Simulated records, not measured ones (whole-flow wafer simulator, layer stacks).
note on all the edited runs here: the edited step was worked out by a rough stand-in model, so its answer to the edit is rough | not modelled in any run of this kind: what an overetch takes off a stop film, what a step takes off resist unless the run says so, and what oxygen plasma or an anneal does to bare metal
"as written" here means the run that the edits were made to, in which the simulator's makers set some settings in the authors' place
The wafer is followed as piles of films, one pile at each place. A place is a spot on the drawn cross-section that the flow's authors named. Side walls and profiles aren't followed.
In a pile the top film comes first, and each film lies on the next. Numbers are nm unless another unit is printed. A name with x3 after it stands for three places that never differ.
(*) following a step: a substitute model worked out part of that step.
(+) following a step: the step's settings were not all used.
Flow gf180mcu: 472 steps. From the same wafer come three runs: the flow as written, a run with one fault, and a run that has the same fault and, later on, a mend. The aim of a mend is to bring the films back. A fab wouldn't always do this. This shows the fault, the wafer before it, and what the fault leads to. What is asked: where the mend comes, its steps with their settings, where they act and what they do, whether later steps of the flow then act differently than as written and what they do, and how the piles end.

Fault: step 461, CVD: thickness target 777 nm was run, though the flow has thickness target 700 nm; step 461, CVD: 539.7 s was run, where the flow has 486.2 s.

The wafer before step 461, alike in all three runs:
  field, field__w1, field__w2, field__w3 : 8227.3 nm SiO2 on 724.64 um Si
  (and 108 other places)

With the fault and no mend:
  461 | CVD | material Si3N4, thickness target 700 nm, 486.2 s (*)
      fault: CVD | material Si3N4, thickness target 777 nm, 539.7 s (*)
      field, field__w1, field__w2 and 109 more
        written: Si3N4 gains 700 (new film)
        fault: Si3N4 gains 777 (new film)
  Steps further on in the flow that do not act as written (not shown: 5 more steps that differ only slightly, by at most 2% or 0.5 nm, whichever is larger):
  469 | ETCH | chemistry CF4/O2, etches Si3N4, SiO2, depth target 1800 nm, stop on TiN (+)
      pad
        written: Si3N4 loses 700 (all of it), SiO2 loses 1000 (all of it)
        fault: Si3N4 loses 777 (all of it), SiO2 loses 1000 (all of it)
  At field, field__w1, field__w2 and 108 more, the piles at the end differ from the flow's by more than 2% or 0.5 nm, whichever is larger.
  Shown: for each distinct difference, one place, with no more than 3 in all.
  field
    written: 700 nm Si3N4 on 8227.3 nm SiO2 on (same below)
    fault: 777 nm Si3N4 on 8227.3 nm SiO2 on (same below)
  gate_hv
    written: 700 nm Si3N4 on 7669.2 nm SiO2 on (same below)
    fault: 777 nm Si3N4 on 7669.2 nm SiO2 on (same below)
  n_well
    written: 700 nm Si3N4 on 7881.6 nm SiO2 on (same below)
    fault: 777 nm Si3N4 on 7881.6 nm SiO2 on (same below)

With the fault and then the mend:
  After step 468 comes the mend.
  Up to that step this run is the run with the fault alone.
  468a | STRIP | chemistry O2/N2, power 2160 W, pressure 1700 mTorr (*)
      iso_ptap_pw, iso_ntap_nw, iso_nw_fld and 33 more
        i-line resist loses 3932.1 (all of it)
      p_well, sti, spacer, sd_n, mim_1p0, dice_street
        i-line resist loses 3938.3 (all of it)
      field__w2, field__w3, field__w6
        i-line resist loses 3987.2 (all of it)
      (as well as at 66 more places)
  468b | WET ETCH | chemistry H3PO4, depth target 77 nm, 160 C (the flow's step 14, run once more with other settings)
      field, field__w1, field__w2 and 109 more
        Si3N4 loses 77
  468c | HMDS | 120 C, 60 s (the flow's step 463, run once more)
      alters no film at any place that is followed
  468d | COAT | i-line resist, thickness 4000 nm (*) (the flow's step 464, run once more)
      iso_ptap_pw, iso_ntap_nw, iso_nw_fld and 33 more
        i-line resist gains 4000 (new film)
      field__w5, field__w9, field__w11, field__w13, sd_p_hv, gate_p_hv, nplus_u, npoly_u
        i-line resist gains 4016.9 (new film)
      p_well, sti, spacer, sd_n, mim_1p0, dice_street
        i-line resist gains 4006.3 (new film)
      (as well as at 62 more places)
  468e | SOFTBAKE | i-line resist (the flow's step 465, run once more)
      field__w11, field__w13, mim, ppoly_u
        i-line resist gains 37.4
      field__w2, field_sub__w3, field_sub__w4
        i-line resist gains 33.2
      ld_acc_p, ld_fp_p
        i-line resist gains 33.6
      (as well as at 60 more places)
  468f | EXPOSE | photomask Pad (the flow's step 466, run once more)
      alters no film at any place that is followed
  468g | PEB | i-line resist, 115 C, 93.9 s (the flow's step 467, run once more)
      iso_ptap_pw, iso_ntap_nw, iso_nw_fld and 33 more
        i-line resist loses 67.9
      field, field__w2, field__w3 and 25 more
        i-line resist loses 68.8
      field_sub, field_sub__w1, field_sub__w2 and 23 more
        i-line resist loses 68.7
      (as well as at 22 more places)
  468h | DEVELOP | thickness 4000 nm (*) (the flow's step 468, run once more)
      field__w1, field__w2, field__w3 and 16 more
        i-line resist loses 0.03
      pad
        i-line resist loses 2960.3 (all of it)
  Every later step of the flow that is run acts as written, at every place that is followed, to within 2% or 0.5 nm, whichever is larger.
  At every place that both follow, the piles at the end match the flow's.
